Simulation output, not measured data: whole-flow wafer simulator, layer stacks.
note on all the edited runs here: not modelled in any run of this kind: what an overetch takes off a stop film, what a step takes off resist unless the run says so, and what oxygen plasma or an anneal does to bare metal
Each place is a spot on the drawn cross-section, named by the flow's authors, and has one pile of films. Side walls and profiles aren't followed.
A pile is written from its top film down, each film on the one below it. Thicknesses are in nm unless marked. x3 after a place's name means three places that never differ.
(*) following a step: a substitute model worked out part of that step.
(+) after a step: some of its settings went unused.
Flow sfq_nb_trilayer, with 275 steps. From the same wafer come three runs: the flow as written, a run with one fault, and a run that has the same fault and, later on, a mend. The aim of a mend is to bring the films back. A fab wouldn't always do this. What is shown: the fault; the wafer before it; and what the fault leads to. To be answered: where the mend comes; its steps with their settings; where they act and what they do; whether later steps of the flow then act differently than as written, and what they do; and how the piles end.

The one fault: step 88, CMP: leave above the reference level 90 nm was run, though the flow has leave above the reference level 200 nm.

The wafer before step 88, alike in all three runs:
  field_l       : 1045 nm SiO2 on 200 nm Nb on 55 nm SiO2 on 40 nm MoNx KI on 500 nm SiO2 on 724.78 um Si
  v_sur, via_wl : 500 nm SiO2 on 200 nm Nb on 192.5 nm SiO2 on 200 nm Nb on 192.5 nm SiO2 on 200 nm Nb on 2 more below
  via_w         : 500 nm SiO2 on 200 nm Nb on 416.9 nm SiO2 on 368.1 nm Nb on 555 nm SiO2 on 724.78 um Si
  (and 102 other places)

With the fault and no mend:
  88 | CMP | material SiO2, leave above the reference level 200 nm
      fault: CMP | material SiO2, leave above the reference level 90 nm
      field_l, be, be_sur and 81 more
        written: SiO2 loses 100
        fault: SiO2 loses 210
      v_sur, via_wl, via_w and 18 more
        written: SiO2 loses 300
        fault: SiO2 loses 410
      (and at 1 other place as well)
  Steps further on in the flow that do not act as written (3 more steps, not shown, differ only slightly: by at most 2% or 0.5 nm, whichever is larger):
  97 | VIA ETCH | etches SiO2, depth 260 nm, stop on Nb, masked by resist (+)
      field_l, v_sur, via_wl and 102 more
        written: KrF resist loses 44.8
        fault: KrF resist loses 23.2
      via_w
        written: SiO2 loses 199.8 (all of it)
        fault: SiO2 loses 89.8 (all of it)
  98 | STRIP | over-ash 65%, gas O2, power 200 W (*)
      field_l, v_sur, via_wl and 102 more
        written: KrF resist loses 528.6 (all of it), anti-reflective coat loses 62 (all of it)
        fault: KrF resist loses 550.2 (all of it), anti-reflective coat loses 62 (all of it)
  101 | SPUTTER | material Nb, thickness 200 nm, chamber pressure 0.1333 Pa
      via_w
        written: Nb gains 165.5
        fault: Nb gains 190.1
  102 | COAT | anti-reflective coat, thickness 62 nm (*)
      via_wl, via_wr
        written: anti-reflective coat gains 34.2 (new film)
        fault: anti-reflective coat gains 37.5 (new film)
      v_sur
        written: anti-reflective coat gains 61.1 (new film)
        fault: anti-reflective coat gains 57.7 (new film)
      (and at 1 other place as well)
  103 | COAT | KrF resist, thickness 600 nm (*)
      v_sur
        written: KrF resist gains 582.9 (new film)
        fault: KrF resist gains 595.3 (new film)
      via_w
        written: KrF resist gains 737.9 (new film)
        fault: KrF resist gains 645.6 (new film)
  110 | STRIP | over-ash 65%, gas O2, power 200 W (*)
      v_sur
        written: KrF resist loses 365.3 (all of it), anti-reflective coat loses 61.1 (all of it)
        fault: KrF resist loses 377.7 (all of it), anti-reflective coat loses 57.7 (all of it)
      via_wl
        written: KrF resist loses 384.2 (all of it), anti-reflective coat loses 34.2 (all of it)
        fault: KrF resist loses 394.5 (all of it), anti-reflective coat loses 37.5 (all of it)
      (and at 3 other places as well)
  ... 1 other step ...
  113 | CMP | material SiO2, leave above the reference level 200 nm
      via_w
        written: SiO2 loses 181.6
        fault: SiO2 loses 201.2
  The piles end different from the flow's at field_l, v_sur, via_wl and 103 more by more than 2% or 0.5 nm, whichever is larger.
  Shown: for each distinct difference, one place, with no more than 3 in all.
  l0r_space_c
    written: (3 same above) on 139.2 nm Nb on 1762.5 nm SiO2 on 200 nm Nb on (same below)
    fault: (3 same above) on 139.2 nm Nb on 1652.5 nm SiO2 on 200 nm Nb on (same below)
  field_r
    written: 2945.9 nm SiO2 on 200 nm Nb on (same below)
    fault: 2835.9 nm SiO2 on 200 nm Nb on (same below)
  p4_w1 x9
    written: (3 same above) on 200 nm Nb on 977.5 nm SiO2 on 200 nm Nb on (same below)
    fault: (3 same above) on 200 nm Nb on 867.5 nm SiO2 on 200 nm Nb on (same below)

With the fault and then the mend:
  The mend follows step 89.
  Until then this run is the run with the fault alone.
  89a | PECVD | material SiO2, thickness 110 nm, 150 C, 24.44 s, RF power 183.3 W, pressure 2.4 Torr, precursor SiH4/N2O (the flow's step 87, run once more with other settings)
      field_l, v_sur, via_wl and 103 more
        SiO2 gains 110
  None of the later steps of the flow acts differently than as written at any place that is followed.
  By the end, the piles equal the flow's at every place that both follow.
